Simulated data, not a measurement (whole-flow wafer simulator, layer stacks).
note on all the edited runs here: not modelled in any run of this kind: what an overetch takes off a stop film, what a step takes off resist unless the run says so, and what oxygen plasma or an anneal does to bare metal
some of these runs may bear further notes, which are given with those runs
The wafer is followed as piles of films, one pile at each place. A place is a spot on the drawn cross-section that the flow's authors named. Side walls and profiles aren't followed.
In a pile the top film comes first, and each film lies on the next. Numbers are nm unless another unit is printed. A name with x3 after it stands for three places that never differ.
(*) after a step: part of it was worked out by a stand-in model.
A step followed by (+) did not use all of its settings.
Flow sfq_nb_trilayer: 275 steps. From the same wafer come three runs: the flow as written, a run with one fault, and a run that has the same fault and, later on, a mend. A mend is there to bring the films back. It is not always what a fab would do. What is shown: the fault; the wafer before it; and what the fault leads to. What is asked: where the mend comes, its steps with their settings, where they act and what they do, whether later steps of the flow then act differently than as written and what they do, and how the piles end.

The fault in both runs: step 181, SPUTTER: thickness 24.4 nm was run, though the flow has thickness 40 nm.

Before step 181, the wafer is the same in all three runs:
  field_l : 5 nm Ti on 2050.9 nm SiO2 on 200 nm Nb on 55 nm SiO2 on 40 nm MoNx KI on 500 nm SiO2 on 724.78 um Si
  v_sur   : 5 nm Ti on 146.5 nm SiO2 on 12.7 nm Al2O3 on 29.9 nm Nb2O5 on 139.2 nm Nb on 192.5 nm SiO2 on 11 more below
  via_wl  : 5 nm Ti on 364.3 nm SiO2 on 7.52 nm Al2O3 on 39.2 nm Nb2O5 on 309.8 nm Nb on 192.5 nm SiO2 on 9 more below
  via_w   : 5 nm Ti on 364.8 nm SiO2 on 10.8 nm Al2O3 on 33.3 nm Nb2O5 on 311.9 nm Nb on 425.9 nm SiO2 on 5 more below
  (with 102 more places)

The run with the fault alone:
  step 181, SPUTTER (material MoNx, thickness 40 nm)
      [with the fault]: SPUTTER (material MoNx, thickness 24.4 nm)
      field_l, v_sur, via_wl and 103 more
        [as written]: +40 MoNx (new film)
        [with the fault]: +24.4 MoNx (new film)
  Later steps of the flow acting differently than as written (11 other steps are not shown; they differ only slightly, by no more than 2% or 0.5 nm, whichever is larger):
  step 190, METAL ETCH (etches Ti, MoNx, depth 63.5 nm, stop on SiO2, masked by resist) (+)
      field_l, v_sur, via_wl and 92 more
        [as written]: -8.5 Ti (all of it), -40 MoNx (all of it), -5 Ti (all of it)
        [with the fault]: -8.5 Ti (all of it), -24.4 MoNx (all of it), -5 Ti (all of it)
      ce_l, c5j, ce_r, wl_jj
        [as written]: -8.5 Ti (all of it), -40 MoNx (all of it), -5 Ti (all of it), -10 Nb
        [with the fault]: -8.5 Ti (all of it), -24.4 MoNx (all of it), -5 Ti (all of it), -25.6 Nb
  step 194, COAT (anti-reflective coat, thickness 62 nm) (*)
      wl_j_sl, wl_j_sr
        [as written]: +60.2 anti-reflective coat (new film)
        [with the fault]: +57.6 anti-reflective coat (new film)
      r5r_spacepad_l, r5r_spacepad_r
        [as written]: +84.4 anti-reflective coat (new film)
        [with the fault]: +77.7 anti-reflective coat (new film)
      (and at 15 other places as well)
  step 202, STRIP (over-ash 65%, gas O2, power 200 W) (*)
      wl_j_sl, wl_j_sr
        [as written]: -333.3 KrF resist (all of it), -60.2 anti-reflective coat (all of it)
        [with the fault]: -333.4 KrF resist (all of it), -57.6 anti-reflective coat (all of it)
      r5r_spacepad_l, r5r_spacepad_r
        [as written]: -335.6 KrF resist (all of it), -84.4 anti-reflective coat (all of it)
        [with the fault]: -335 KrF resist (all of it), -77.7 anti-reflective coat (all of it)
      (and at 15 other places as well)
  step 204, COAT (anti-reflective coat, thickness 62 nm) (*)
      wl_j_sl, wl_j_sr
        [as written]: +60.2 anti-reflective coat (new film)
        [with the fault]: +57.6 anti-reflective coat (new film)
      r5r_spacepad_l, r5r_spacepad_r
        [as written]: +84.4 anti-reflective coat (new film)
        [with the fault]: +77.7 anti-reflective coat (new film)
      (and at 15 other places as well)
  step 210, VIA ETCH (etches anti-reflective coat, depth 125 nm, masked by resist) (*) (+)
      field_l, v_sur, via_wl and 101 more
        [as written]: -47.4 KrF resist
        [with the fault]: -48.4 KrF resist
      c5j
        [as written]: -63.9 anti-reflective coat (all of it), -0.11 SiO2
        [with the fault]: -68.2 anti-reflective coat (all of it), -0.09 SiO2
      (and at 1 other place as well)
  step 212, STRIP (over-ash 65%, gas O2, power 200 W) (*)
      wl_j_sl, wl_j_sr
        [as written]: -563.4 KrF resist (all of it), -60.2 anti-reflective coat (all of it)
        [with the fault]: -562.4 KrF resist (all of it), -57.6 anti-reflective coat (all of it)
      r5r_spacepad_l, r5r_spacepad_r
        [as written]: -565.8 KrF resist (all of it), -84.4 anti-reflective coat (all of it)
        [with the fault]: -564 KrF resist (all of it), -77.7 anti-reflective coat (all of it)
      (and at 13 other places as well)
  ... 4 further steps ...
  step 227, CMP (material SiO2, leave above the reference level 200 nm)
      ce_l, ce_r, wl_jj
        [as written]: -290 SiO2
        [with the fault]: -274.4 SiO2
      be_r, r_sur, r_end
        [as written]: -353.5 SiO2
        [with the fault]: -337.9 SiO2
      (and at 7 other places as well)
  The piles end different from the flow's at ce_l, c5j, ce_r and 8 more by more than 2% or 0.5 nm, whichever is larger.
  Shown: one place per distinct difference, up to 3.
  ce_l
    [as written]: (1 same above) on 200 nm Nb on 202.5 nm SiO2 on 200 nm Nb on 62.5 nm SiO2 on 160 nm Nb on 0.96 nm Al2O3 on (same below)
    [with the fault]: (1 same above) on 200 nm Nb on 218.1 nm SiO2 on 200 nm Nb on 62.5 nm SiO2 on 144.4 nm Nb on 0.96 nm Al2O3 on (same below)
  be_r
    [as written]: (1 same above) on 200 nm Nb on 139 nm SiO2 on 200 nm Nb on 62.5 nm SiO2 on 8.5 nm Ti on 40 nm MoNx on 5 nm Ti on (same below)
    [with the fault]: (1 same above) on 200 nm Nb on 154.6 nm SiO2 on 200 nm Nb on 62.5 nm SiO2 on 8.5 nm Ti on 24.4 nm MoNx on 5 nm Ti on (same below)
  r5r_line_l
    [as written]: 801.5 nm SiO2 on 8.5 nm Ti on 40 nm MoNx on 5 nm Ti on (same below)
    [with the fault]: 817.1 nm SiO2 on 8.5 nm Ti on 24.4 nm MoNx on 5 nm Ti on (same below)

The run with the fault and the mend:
  After step 181 comes the mend.
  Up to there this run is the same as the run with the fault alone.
  step 181a, SPUTTER (material MoNx, thickness 15.6 nm) (the flow's step 181, run once more with other settings)
      field_l, v_sur, via_wl and 103 more
        +15.6 MoNx
  Every later step of the flow that is run acts as written at every place that is followed.
  At every place that both follow, the piles at the end match the flow's.
